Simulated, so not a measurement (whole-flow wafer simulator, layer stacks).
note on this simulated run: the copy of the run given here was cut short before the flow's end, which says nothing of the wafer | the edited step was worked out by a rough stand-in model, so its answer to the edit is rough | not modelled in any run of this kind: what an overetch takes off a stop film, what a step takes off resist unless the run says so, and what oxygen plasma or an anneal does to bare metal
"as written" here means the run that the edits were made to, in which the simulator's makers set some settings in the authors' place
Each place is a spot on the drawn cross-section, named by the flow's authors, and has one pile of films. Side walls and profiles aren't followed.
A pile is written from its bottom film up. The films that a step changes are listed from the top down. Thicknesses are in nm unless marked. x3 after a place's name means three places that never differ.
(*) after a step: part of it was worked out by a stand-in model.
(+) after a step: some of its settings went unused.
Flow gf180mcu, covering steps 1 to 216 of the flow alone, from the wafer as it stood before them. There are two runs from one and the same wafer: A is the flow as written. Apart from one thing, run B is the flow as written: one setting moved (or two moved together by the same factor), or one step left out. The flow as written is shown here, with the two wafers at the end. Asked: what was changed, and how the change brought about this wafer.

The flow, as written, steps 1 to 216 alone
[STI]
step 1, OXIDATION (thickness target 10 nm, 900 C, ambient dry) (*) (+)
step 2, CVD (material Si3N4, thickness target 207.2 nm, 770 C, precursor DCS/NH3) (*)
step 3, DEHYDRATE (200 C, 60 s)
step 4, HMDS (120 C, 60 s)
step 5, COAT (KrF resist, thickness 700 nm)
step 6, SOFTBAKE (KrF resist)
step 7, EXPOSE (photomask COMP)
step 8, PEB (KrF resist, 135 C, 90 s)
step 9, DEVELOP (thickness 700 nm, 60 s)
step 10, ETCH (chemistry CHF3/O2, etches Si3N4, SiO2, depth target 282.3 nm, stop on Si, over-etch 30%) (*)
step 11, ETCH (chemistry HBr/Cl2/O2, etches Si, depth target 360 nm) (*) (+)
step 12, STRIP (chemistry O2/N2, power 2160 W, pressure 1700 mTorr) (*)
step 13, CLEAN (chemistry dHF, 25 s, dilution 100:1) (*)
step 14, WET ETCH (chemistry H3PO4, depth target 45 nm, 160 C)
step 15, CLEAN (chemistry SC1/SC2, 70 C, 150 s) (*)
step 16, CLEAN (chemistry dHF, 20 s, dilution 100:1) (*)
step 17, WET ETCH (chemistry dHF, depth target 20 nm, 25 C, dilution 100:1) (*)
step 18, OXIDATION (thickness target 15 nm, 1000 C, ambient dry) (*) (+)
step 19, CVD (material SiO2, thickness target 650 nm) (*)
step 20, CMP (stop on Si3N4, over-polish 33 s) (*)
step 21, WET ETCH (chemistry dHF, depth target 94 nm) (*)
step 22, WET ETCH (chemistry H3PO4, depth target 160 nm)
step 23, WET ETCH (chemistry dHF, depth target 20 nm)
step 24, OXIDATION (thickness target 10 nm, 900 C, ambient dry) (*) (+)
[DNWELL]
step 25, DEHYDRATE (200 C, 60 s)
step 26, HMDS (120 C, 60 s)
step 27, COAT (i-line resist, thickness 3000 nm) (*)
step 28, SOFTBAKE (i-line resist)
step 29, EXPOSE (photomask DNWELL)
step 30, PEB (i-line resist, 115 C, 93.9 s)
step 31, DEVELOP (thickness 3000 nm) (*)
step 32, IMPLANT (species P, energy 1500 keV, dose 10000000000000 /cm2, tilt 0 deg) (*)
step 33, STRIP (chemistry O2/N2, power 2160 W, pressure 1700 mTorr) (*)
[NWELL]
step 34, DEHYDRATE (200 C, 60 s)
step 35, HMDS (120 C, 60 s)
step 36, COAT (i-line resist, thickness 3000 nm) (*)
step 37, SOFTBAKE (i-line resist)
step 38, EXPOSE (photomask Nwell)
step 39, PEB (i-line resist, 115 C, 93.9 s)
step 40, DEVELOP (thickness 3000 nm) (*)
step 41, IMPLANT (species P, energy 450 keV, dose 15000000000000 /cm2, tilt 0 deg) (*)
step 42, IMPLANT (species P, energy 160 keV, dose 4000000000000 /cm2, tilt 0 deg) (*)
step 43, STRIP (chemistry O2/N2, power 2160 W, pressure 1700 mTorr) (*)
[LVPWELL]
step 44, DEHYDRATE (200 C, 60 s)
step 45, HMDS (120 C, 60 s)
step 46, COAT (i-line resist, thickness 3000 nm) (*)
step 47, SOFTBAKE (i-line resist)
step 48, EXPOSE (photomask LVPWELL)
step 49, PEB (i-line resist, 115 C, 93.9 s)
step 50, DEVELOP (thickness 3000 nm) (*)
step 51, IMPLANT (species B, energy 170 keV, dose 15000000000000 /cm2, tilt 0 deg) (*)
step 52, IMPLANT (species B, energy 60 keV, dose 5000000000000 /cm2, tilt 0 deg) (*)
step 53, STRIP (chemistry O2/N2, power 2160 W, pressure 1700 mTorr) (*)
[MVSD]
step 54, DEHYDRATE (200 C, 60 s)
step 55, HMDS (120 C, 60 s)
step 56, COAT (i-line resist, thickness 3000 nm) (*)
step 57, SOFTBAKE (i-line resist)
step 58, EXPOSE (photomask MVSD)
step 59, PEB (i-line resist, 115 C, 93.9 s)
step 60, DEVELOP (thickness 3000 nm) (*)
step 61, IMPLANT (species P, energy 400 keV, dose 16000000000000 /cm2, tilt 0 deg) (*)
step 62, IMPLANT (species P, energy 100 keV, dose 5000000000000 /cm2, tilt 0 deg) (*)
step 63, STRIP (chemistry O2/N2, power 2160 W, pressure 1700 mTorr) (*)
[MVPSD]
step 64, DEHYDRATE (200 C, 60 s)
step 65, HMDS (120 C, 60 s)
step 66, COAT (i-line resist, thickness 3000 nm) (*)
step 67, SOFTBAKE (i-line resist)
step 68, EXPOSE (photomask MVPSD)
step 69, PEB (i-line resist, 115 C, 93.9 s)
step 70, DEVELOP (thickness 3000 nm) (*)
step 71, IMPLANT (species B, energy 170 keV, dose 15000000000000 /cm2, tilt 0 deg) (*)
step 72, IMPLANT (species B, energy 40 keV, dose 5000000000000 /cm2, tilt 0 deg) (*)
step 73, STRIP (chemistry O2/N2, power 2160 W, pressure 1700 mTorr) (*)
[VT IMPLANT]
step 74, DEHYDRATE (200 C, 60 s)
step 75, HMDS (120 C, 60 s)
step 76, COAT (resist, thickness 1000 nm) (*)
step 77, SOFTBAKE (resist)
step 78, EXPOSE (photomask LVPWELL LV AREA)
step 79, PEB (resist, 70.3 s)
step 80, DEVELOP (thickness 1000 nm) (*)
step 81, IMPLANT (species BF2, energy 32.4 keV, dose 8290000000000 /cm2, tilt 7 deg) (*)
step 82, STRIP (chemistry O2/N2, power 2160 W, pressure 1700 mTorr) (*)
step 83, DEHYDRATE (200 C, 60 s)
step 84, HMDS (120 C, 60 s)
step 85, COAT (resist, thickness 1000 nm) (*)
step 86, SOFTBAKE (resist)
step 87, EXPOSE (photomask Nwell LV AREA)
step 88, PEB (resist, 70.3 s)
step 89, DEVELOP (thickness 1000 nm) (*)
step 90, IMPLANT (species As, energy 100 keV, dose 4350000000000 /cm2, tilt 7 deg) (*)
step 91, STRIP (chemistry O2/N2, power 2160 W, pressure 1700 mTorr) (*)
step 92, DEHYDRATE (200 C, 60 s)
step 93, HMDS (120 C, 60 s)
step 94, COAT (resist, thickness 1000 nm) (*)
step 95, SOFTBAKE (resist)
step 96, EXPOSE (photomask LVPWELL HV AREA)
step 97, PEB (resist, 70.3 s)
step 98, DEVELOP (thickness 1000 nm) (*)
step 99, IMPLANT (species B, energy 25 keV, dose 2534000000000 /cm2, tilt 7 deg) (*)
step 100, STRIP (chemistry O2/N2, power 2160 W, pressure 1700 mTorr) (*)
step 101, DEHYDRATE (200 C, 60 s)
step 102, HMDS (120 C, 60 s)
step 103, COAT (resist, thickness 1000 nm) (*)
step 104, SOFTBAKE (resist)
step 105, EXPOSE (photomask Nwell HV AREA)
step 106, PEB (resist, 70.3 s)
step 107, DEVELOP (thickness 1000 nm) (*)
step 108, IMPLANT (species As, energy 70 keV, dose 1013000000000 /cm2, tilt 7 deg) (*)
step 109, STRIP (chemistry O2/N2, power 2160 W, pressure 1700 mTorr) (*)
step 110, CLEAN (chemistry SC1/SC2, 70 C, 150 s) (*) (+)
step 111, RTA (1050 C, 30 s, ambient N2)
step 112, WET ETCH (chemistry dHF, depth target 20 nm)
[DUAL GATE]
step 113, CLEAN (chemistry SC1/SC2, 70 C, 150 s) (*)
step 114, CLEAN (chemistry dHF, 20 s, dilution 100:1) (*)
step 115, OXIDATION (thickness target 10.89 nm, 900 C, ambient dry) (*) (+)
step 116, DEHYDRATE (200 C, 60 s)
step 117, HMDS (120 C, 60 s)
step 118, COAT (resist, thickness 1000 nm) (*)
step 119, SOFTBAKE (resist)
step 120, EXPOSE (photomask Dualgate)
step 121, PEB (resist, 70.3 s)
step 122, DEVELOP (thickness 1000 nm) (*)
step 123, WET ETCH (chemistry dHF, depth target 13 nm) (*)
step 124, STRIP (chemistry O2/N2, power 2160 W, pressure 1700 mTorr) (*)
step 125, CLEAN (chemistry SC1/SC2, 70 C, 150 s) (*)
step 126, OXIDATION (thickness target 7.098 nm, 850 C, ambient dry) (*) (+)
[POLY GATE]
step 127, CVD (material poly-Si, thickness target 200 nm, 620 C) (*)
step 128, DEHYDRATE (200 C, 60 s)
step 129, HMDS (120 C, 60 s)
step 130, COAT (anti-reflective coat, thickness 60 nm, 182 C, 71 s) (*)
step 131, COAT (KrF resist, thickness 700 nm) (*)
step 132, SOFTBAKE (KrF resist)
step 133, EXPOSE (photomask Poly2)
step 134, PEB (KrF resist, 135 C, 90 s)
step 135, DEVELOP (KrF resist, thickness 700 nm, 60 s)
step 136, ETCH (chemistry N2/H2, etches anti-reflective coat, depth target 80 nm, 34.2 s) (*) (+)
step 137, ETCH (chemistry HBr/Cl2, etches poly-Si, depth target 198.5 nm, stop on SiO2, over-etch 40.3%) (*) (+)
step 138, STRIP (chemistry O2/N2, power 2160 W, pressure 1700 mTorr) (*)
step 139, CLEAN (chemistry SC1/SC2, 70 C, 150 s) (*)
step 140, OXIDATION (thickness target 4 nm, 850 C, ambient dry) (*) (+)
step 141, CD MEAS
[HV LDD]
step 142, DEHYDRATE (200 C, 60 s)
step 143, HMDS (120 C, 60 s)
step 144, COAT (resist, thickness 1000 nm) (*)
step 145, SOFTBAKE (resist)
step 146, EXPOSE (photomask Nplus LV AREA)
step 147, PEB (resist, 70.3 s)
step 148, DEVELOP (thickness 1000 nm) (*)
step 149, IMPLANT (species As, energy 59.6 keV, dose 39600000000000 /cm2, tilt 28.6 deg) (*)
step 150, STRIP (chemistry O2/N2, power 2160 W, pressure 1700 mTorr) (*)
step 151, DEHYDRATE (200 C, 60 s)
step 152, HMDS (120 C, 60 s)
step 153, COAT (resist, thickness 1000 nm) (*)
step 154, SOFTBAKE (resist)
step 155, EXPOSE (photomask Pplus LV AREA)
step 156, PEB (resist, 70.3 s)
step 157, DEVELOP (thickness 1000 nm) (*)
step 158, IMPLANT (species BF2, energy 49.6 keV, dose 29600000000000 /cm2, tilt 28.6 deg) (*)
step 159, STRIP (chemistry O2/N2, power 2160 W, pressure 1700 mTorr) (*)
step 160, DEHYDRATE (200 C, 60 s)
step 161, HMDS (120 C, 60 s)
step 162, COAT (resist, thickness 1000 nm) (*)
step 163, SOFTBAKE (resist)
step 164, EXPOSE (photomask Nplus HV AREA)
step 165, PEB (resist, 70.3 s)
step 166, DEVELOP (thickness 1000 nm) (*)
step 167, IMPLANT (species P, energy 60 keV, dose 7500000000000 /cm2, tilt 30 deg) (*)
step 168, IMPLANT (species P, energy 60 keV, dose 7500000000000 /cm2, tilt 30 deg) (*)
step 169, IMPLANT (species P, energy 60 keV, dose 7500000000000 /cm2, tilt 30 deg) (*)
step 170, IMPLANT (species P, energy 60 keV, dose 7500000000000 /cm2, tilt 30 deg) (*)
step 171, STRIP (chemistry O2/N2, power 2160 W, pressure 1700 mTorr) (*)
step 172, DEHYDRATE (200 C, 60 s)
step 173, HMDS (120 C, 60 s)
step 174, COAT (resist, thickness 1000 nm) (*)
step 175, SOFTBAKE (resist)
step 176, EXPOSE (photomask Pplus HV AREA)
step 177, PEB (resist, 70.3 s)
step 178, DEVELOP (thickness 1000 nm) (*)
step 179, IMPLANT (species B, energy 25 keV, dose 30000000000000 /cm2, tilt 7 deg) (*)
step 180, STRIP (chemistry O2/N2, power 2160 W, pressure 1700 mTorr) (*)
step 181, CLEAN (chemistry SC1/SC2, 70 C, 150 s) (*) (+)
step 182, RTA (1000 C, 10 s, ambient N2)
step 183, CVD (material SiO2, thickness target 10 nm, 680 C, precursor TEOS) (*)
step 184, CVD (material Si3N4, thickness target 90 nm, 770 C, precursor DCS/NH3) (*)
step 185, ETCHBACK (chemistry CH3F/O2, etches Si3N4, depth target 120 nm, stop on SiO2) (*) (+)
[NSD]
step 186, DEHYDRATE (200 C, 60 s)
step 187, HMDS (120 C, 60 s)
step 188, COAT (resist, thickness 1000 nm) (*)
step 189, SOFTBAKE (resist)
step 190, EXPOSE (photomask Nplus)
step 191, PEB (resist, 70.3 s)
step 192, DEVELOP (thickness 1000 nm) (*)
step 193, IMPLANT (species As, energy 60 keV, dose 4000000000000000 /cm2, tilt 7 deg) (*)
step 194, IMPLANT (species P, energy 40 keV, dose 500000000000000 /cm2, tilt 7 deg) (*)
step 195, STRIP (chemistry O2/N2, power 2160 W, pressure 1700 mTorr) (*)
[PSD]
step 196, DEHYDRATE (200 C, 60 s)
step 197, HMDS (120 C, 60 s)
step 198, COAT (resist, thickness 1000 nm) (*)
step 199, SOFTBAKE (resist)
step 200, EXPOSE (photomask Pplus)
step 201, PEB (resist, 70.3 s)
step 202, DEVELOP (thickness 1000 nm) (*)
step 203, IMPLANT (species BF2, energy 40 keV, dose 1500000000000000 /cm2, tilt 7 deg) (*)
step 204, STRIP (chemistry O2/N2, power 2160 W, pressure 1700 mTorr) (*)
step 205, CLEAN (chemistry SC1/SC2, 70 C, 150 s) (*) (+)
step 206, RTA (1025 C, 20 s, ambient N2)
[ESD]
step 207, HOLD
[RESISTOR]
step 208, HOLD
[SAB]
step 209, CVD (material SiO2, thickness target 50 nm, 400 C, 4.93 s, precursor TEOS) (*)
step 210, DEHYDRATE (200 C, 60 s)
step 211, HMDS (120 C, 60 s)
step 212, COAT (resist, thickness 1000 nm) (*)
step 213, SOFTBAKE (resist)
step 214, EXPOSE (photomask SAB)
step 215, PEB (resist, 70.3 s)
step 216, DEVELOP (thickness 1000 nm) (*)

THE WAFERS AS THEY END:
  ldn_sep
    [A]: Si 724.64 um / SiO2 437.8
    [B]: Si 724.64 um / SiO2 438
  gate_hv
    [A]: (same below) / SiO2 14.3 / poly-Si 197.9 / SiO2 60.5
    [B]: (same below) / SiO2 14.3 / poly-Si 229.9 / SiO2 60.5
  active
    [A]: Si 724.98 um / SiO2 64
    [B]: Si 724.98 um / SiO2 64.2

What caused this: step 127, CVD: thickness target 232 nm was run, though the flow has thickness target 200 nm.

The path from the change to this, step by step:
  step 127, CVD (material poly-Si, thickness target 200 nm, 620 C) (*)
      field, field__w1, field__w2 and 89 more: A +200 poly-Si (new film) | B +232 poly-Si (new film)
  step 137, ETCH (chemistry HBr/Cl2, etches poly-Si, depth target 198.5 nm, stop on SiO2, over-etch 40.3%) (*) (+)
      field__w3, field__w12, field_sub and 14 more: A -199 poly-Si (all of it), -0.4 SiO2 | B -231 poly-Si (all of it), -0.24 SiO2
      field__w6, sti, m1 and 11 more: A -198.8 poly-Si (all of it), -0.4 SiO2 | B -230.8 poly-Si (all of it), -0.24 SiO2
      (as well as at 33 more places)
  step 144, COAT (resist, thickness 1000 nm) (*)
      polyc_n, polyc_p: A +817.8 resist (new film) | B +791.1 resist (new film)
      gate: A +837.3 resist (new film) | B +810.8 resist (new film)
      (as well as at 25 more places)
  step 145, SOFTBAKE (resist)
      ldn_dft, ldp_dft: A -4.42 resist | B -5.31 resist
      field__w1: A +4.19 resist | B +5.04 resist
      (as well as at 55 more places)
  step 148, DEVELOP (thickness 1000 nm) (*)
      gate: A -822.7 resist (all of it) | B -796.1 resist (all of it)
      npoly_u: A -821.5 resist (all of it) | B -795.7 resist (all of it)
      (as well as at 3 more places)
  step 150, STRIP (chemistry O2/N2, power 2160 W, pressure 1700 mTorr) (*)
      gate_hv: A -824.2 resist (all of it) | B -799.1 resist (all of it)
      gate_p: A -828.7 resist (all of it) | B -802.8 resist (all of it)
      (as well as at 21 more places)
  step 153, COAT (resist, thickness 1000 nm) (*)
      polyc_n, polyc_p: A +817.8 resist (new film) | B +791.1 resist (new film)
      gate: A +837.3 resist (new film) | B +810.8 resist (new film)
      (as well as at 25 more places)
  step 154, SOFTBAKE (resist)
      ldn_dft, ldp_dft: A -4.42 resist | B -5.31 resist
      field__w1: A +4.19 resist | B +5.04 resist
      (as well as at 55 more places)
  step 157, DEVELOP (thickness 1000 nm) (*)
      gate_p: A -828.7 resist (all of it) | B -802.8 resist (all of it)
      ppoly_u: A -827 resist (all of it) | B -802.1 resist (all of it)
      (as well as at 3 more places)
  step 159, STRIP (chemistry O2/N2, power 2160 W, pressure 1700 mTorr) (*)
      gate: A -822.7 resist (all of it) | B -796.1 resist (all of it)
      gate_hv: A -824.2 resist (all of it) | B -799.1 resist (all of it)
      (as well as at 21 more places)
  step 162, COAT (resist, thickness 1000 nm) (*)
      polyc_n, polyc_p: A +817.8 resist (new film) | B +791.1 resist (new film)
      gate: A +837.3 resist (new film) | B +810.8 resist (new film)
      (as well as at 25 more places)
  step 163, SOFTBAKE (resist)
      ldn_dft, ldp_dft: A -4.42 resist | B -5.31 resist
      field__w1: A +4.19 resist | B +5.04 resist
      (as well as at 55 more places)
  step 166, DEVELOP (thickness 1000 nm) (*)
      gate_hv: A -824.2 resist (all of it) | B -799.1 resist (all of it)
      gate_nat: A -854.5 resist (all of it) | B -834.2 resist (all of it)
      (as well as at 7 more places)
  step 171, STRIP (chemistry O2/N2, power 2160 W, pressure 1700 mTorr) (*)
      gate: A -822.7 resist (all of it) | B -796.1 resist (all of it)
      gate_p: A -828.7 resist (all of it) | B -802.8 resist (all of it)
      (as well as at 17 more places)
  step 174, COAT (resist, thickness 1000 nm) (*)
      polyc_n, polyc_p: A +817.8 resist (new film) | B +791.1 resist (new film)
      gate: A +837.3 resist (new film) | B +810.8 resist (new film)
      (as well as at 25 more places)
  step 175, SOFTBAKE (resist)
      ldn_dft, ldp_dft: A -4.42 resist | B -5.31 resist
      field__w1: A +4.19 resist | B +5.04 resist
      (as well as at 55 more places)
  ... 13 other steps ...
  step 216, DEVELOP (thickness 1000 nm) (*)
      gate: A -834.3 resist (all of it) | B -809.9 resist (all of it)
      gate_hv: A -836.1 resist (all of it) | B -813.2 resist (all of it)
      (as well as at 24 more places)
